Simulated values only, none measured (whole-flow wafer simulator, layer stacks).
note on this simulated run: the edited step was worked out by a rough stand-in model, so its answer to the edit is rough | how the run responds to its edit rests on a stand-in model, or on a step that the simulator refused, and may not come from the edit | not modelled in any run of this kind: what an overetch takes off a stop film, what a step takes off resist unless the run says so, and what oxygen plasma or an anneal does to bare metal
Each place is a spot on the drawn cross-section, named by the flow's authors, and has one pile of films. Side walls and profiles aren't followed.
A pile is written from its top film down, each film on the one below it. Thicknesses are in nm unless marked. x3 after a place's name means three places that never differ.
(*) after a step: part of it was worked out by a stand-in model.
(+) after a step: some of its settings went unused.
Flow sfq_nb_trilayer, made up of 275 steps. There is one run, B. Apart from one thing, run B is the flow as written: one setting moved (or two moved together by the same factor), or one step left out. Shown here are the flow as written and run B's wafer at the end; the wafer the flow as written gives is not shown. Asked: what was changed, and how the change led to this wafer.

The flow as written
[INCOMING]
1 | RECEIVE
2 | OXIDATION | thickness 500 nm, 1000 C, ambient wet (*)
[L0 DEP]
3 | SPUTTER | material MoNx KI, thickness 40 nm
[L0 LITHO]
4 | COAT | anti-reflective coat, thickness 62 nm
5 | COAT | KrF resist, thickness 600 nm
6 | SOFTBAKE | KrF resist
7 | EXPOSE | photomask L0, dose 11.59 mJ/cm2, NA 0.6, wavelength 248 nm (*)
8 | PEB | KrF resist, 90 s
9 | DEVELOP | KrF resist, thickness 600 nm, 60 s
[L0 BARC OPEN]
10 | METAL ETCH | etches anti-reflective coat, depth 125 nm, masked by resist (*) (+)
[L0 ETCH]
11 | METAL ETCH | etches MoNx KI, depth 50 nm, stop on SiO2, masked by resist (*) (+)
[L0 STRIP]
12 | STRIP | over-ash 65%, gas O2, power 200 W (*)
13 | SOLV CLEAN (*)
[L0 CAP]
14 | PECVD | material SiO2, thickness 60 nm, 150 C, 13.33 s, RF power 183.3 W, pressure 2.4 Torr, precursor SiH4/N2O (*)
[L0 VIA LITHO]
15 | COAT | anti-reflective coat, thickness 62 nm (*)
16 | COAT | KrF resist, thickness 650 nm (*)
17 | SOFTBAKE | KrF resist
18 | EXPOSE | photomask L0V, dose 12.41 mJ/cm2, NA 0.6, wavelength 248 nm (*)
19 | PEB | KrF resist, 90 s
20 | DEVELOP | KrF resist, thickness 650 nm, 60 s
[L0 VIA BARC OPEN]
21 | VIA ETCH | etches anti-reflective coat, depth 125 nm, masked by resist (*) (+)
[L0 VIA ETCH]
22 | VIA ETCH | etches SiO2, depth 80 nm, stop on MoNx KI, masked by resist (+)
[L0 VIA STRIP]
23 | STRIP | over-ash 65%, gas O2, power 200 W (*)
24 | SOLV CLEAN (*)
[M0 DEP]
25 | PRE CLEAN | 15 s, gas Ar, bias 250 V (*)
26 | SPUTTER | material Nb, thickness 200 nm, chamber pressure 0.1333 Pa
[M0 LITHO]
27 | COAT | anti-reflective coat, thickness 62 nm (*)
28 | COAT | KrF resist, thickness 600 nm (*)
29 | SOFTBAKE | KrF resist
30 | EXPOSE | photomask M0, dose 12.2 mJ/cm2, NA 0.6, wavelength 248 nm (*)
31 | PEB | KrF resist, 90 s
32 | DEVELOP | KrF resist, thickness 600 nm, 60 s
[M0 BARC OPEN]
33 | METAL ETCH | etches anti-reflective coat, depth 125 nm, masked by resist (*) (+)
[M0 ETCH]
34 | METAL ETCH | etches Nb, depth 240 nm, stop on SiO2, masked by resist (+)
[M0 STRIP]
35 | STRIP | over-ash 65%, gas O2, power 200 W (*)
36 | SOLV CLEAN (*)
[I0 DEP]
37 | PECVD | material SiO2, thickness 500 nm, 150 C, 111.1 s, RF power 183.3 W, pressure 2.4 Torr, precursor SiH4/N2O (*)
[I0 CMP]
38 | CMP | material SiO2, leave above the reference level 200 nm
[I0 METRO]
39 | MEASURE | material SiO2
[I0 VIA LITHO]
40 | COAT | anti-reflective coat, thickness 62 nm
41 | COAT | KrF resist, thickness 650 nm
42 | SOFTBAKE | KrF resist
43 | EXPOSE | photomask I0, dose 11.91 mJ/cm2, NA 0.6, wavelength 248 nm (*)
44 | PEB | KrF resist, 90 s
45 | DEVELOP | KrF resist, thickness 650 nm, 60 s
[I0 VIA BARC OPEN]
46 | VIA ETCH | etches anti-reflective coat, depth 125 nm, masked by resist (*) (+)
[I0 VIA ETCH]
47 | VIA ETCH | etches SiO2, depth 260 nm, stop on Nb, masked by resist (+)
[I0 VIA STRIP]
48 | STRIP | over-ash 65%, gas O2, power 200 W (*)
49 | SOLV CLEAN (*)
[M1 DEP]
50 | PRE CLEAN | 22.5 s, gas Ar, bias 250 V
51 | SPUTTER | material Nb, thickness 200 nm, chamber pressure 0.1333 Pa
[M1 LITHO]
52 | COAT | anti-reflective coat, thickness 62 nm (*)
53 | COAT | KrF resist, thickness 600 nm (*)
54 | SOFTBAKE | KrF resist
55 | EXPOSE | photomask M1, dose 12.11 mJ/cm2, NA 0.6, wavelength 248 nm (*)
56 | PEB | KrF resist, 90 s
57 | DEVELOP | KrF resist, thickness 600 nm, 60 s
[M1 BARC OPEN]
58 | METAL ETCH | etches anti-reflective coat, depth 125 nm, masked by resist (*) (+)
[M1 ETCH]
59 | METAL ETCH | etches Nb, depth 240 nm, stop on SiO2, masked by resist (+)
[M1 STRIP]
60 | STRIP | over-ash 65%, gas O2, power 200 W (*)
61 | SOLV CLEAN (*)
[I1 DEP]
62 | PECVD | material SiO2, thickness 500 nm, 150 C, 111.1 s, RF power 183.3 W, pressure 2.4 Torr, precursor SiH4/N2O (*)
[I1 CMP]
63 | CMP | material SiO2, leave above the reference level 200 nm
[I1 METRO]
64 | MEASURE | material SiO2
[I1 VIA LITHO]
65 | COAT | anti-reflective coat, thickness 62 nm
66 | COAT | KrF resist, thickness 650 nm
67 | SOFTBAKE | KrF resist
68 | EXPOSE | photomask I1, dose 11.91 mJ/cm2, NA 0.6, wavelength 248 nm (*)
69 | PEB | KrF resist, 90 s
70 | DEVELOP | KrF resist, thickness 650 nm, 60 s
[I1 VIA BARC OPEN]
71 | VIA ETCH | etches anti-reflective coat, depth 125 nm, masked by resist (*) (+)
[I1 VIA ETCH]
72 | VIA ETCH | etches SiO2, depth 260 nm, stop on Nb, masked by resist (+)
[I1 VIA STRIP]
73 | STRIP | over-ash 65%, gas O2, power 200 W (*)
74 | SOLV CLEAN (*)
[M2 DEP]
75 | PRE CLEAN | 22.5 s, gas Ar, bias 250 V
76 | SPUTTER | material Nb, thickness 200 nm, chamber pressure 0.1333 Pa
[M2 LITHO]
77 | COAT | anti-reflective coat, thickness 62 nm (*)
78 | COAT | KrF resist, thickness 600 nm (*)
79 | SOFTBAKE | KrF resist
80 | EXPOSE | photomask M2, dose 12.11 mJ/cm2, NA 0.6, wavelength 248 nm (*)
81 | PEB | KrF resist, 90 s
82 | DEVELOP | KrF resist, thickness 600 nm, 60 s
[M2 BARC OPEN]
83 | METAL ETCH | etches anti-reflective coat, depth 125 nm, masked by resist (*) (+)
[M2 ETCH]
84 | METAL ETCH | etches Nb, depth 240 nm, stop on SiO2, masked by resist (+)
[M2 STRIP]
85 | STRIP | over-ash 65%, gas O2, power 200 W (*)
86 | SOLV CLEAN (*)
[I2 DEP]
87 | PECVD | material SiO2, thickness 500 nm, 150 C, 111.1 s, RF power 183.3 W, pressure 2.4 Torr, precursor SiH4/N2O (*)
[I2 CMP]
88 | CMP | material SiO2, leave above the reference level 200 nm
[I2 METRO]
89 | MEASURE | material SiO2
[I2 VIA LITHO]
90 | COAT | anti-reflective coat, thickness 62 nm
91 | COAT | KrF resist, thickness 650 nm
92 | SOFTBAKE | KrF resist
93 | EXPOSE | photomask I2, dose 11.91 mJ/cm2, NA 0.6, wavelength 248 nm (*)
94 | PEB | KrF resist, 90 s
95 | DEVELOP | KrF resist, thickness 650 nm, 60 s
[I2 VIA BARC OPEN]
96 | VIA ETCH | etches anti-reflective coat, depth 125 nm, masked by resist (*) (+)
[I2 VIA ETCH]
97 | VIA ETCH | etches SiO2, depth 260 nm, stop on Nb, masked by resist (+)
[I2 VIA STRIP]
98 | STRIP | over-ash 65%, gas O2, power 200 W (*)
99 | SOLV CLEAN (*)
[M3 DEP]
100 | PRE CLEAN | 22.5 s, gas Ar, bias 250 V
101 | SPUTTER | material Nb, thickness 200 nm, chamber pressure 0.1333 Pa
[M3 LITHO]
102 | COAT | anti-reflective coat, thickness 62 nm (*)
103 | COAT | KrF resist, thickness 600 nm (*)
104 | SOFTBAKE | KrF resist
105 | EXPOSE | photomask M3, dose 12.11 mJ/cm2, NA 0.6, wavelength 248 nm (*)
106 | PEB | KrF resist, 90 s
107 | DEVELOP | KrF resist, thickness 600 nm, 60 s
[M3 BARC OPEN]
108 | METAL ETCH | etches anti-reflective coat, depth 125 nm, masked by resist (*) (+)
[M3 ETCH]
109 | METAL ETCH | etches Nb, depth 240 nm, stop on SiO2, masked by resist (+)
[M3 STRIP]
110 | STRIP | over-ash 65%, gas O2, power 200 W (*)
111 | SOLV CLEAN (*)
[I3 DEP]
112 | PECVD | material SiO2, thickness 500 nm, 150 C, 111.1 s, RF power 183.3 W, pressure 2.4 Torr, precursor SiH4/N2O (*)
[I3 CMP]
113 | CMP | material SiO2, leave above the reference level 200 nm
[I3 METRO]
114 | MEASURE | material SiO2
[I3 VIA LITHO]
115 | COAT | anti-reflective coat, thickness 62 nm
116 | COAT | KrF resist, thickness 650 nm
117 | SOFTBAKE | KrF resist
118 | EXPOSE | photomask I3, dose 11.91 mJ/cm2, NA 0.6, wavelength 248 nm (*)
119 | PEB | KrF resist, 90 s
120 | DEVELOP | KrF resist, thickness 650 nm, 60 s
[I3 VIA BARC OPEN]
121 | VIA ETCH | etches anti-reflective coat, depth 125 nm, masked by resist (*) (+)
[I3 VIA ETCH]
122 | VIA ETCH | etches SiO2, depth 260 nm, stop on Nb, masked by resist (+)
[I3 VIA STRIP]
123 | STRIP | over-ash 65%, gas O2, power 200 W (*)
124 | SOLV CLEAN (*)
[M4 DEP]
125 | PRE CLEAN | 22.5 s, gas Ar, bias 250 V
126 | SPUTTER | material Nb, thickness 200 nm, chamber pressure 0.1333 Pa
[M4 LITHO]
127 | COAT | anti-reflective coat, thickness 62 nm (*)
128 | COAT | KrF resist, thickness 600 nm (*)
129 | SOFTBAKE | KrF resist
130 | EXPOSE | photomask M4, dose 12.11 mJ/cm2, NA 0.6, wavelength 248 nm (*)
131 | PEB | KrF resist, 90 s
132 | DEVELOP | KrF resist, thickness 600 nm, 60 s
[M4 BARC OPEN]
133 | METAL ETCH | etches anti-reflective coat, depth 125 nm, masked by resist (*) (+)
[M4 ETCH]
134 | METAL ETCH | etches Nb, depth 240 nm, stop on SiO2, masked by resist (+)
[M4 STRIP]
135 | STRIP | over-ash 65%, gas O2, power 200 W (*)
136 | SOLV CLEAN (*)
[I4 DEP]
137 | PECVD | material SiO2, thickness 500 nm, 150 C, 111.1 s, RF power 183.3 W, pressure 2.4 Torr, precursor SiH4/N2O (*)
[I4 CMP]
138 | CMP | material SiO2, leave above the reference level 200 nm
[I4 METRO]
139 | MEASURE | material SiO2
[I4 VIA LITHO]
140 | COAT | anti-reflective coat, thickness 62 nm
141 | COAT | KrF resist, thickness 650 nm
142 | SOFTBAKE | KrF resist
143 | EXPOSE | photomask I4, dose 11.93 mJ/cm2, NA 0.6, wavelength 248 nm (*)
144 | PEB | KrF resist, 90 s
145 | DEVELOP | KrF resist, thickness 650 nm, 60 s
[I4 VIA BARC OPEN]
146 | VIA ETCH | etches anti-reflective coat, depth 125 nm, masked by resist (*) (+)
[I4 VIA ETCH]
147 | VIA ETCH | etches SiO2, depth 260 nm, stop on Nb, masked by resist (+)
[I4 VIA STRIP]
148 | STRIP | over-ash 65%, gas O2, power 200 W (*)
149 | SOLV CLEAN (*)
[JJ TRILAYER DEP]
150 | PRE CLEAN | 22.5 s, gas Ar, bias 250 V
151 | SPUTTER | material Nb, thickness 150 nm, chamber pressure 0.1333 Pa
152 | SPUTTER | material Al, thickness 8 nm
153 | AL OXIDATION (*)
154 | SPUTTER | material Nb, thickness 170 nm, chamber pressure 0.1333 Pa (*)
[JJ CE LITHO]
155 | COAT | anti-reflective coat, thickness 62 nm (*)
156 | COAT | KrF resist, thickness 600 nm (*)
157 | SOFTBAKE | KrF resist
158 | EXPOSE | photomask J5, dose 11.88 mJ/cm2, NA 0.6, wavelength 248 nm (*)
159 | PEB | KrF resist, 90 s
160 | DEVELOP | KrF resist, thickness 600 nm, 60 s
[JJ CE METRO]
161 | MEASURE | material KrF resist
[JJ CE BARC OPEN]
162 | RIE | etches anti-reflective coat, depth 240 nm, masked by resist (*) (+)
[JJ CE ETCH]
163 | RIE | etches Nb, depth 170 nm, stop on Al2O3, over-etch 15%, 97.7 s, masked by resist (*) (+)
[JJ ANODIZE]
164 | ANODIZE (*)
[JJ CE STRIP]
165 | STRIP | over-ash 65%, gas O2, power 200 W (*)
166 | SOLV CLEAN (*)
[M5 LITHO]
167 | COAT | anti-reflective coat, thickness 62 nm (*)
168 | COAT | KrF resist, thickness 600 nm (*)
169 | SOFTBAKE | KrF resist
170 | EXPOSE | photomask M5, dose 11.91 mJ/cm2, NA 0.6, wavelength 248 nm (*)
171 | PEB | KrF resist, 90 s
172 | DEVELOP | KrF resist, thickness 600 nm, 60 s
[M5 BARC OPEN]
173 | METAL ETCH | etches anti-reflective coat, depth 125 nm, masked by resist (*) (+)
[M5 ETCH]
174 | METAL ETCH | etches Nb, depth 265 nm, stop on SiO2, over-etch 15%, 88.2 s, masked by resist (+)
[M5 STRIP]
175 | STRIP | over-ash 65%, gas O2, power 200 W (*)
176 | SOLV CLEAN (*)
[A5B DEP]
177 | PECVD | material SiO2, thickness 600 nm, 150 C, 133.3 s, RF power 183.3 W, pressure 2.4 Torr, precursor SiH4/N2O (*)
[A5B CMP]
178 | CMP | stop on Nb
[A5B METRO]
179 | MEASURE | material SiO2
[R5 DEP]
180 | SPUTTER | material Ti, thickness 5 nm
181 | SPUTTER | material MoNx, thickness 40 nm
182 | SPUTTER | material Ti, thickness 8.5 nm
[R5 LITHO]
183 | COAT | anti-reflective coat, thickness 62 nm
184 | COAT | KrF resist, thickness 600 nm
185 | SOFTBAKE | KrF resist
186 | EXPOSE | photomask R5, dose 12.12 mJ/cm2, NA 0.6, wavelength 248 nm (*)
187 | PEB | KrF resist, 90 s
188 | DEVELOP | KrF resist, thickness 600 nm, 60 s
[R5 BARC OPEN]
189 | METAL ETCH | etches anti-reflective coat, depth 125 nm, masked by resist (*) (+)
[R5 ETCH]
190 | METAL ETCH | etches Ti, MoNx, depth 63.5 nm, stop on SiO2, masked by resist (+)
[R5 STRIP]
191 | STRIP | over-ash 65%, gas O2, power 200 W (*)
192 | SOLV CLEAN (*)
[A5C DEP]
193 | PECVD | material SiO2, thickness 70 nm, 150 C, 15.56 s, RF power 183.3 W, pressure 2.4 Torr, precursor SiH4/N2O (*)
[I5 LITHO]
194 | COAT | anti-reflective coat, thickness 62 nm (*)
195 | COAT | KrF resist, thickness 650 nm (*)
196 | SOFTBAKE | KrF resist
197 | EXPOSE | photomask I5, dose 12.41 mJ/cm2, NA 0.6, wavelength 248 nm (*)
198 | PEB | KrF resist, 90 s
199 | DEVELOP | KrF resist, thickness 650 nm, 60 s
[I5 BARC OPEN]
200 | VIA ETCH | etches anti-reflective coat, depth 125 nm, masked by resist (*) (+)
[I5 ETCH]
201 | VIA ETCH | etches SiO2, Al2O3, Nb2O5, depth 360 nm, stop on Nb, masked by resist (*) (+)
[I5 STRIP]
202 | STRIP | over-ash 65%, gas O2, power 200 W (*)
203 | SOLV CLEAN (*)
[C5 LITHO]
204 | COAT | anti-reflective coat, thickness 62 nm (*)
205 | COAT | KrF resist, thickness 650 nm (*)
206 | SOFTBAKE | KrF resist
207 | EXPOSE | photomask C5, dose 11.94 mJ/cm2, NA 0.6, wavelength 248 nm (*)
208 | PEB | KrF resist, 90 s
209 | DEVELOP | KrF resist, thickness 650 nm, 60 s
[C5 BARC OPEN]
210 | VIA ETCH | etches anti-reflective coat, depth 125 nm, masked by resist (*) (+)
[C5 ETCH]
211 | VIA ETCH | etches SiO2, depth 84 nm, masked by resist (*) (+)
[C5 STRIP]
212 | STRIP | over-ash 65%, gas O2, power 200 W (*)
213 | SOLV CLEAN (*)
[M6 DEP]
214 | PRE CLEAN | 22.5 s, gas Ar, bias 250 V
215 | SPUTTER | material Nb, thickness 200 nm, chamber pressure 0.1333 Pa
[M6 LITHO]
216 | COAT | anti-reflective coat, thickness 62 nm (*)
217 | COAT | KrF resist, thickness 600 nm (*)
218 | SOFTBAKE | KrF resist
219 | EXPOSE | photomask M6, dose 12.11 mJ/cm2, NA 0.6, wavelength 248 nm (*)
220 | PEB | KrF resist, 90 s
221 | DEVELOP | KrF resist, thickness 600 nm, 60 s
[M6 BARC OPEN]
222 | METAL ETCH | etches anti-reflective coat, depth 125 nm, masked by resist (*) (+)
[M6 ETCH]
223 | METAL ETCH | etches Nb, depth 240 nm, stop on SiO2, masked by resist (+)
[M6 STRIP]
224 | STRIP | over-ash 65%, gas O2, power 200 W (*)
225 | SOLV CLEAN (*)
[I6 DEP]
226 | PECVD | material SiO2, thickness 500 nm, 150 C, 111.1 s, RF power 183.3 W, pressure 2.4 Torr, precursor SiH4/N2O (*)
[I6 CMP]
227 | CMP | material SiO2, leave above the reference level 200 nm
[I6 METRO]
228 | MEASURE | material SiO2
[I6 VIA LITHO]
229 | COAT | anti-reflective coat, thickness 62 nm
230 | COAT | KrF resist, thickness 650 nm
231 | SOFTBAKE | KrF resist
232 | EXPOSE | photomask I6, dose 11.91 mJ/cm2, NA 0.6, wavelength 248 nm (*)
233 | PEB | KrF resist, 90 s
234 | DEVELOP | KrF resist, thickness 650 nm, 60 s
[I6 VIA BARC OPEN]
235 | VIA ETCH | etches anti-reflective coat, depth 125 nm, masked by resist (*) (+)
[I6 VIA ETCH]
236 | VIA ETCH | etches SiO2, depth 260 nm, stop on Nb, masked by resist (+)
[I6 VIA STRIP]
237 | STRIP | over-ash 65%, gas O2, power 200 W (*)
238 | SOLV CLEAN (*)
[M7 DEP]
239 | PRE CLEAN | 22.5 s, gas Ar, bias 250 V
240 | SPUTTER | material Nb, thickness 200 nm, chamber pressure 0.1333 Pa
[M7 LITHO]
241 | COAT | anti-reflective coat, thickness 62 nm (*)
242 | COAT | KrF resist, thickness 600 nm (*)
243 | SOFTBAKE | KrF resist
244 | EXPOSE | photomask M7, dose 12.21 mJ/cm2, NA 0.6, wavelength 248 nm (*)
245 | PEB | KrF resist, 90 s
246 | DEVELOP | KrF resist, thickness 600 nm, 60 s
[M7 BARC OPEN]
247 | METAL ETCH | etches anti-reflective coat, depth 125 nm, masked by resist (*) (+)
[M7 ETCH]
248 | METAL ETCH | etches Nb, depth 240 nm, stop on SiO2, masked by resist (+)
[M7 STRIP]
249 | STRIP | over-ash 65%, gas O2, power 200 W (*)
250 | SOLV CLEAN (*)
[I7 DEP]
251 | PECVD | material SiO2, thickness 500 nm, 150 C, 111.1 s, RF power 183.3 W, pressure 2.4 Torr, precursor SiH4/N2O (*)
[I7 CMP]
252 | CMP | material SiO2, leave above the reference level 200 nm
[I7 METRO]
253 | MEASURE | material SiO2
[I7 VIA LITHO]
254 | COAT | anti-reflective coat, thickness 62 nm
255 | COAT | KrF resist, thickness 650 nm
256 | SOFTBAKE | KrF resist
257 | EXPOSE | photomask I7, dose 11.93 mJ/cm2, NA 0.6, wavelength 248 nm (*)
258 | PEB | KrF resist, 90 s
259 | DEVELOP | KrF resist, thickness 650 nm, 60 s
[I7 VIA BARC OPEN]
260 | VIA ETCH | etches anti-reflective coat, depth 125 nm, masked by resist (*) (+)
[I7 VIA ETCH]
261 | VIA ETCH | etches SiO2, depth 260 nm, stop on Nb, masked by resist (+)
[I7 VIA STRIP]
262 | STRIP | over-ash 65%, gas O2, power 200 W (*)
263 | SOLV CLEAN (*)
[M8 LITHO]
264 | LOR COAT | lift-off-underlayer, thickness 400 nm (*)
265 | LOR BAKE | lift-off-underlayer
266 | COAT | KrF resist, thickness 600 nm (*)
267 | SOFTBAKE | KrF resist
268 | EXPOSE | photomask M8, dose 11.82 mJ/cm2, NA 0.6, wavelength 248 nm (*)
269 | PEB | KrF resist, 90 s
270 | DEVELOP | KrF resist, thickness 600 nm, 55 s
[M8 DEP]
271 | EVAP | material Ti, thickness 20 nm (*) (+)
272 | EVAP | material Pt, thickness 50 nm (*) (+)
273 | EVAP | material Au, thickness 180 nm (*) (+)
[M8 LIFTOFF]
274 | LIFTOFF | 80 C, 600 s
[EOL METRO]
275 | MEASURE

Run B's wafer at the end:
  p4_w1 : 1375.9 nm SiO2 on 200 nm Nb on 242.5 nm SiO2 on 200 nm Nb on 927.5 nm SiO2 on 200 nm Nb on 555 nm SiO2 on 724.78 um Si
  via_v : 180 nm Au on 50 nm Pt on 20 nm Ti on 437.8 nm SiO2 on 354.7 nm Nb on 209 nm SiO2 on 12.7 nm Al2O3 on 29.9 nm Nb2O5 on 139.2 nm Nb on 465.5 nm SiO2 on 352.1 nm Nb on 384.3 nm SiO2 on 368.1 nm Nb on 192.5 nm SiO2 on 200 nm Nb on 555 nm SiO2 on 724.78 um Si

Cause: step 87, PECVD: thickness 350 nm was run, while the flow as written has thickness 500 nm; step 87, PECVD: 77.78 s was run, where the flow has 111.1 s.

How this came from the change, step by step:
  87 | PECVD | material SiO2, thickness 500 nm, 150 C, 111.1 s, RF power 183.3 W, pressure 2.4 Torr, precursor SiH4/N2O (*)
      field_l, be, be_sur and 81 more: +350 SiO2 (in the flow as written it would be: +500 SiO2)
      v_sur, via_wl, via_w and 18 more: +350 SiO2 (new film) (in the flow as written it would be: +500 SiO2 (new film))
      (and at 1 other place as well)
  88 | CMP | material SiO2, leave above the reference level 200 nm
      field_l, be, be_sur and 81 more: nothing (in the flow as written it would be: -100 SiO2)
      via_v: nothing (in the flow as written it would be: -181.6 SiO2)
      (and at 21 other places as well)
  90 | COAT | anti-reflective coat, thickness 62 nm
      m0r_line_l, m0r_line_r, m5r_line_l, m5r_line_r, m6r_line_l, m6r_line_r, m7r_line_l, m7r_line_r: +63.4 anti-reflective coat (new film) (in the flow as written it would be: +62 anti-reflective coat (new film))
      wl_j_sr, wl_a_sl, wl_b_sr: +60.7 anti-reflective coat (new film) (in the flow as written it would be: +62 anti-reflective coat (new film))
      (and at 52 other places as well)
  91 | COAT | KrF resist, thickness 650 nm
      v_sur: +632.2 KrF resist (new film) (in the flow as written it would be: +650 KrF resist (new film))
      via_wl: +629.7 KrF resist (new film) (in the flow as written it would be: +650 KrF resist (new film))
      (and at 10 other places as well)
  95 | DEVELOP | KrF resist, thickness 650 nm, 60 s
      via_w: -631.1 KrF resist (all of it) (in the flow as written it would be: -648.6 KrF resist (all of it))
  96 | VIA ETCH | etches anti-reflective coat, depth 125 nm, masked by resist (*) (+)
      field_l, v_sur, via_wl and 102 more: -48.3 KrF resist (in the flow as written it would be: -51.7 KrF resist)
      via_w: -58 anti-reflective coat (all of it), -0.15 SiO2 (in the flow as written it would be: -62 anti-reflective coat (all of it), -0.16 SiO2)
  98 | STRIP | over-ash 65%, gas O2, power 200 W (*)
      m0r_line_l, m6r_line_l, m7r_line_l: -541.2 KrF resist (all of it), -63.4 anti-reflective coat (all of it) (in the flow as written it would be: -528.6 KrF resist (all of it), -62 anti-reflective coat (all of it))
      m0r_space_l, m6r_space_l, m7r_space_l: -537.5 KrF resist (all of it), -69 anti-reflective coat (all of it) (in the flow as written it would be: -528.6 KrF resist (all of it), -62 anti-reflective coat (all of it))
      (and at 57 other places as well)
  102 | COAT | anti-reflective coat, thickness 62 nm (*)
      wl_a_m6, wl_a_sr, wl_b_sl, wl_b_m5, wl_b_sr: +60.7 anti-reflective coat (new film) (in the flow as written it would be: +62 anti-reflective coat (new film))
      m0r_space_l, m6r_space_l, m7r_space_l: +68.1 anti-reflective coat (new film) (in the flow as written it would be: +62 anti-reflective coat (new film))
      (and at 49 other places as well)
  103 | COAT | KrF resist, thickness 600 nm (*)
      v_sur: +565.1 KrF resist (new film) (in the flow as written it would be: +582.9 KrF resist (new film))
      via_wl: +579.3 KrF resist (new film) (in the flow as written it would be: +601.8 KrF resist (new film))
      (and at 10 other places as well)
  107 | DEVELOP | KrF resist, thickness 600 nm, 60 s
      wl_d_sl: -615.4 KrF resist (all of it) (in the flow as written it would be: -598.7 KrF resist (all of it))
      wl_d_m1: -616.8 KrF resist (all of it) (in the flow as written it would be: -598.7 KrF resist (all of it))
      (and at 5 other places as well)
  108 | METAL ETCH | etches anti-reflective coat, depth 125 nm, masked by resist (*) (+)
      m0r_space_l, m6r_space_l, m7r_space_l: -68.1 anti-reflective coat (all of it) (in the flow as written it would be: -62 anti-reflective coat (all of it))
      m0r_space_r, m6r_space_r, m7r_space_r: -67.9 anti-reflective coat (all of it) (in the flow as written it would be: -62 anti-reflective coat (all of it))
      (and at 29 other places as well)
  110 | STRIP | over-ash 65%, gas O2, power 200 W (*)
      wl_a_sr, wl_b_sl: -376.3 KrF resist (all of it), -60.7 anti-reflective coat (all of it) (in the flow as written it would be: -382.4 KrF resist (all of it), -62 anti-reflective coat (all of it))
      v_sur: -346.5 KrF resist (all of it), -50.9 anti-reflective coat (all of it) (in the flow as written it would be: -365.3 KrF resist (all of it), -61.1 anti-reflective coat (all of it))
      (and at 19 other places as well)
  113 | CMP | material SiO2, leave above the reference level 200 nm
      field_l, be, be_sur and 64 more: -50 SiO2 (in the flow as written it would be: -100 SiO2)
      p4_w1, p4_w2, p4_w3 and 6 more: -250 SiO2 (in the flow as written it would be: -300 SiO2)
      (and at 9 other places as well)
  122 | VIA ETCH | etches SiO2, depth 260 nm, stop on Nb, masked by resist (+)
      via_v: -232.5 SiO2 (all of it) (in the flow as written it would be: -199.8 SiO2 (all of it))
  126 | SPUTTER | material Nb, thickness 200 nm, chamber pressure 0.1333 Pa
      via_v: +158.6 Nb (in the flow as written it would be: +165.5 Nb)
  127 | COAT | anti-reflective coat, thickness 62 nm (*)
      via_v: +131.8 anti-reflective coat (new film) (in the flow as written it would be: +124.8 anti-reflective coat (new film))
  ... 2 other steps ...
  137 | PECVD | material SiO2, thickness 500 nm, 150 C, 111.1 s, RF power 183.3 W, pressure 2.4 Torr, precursor SiH4/N2O (*)
      via_v: +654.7 SiO2 (new film) (in the flow as written it would be: +615 SiO2 (new film))
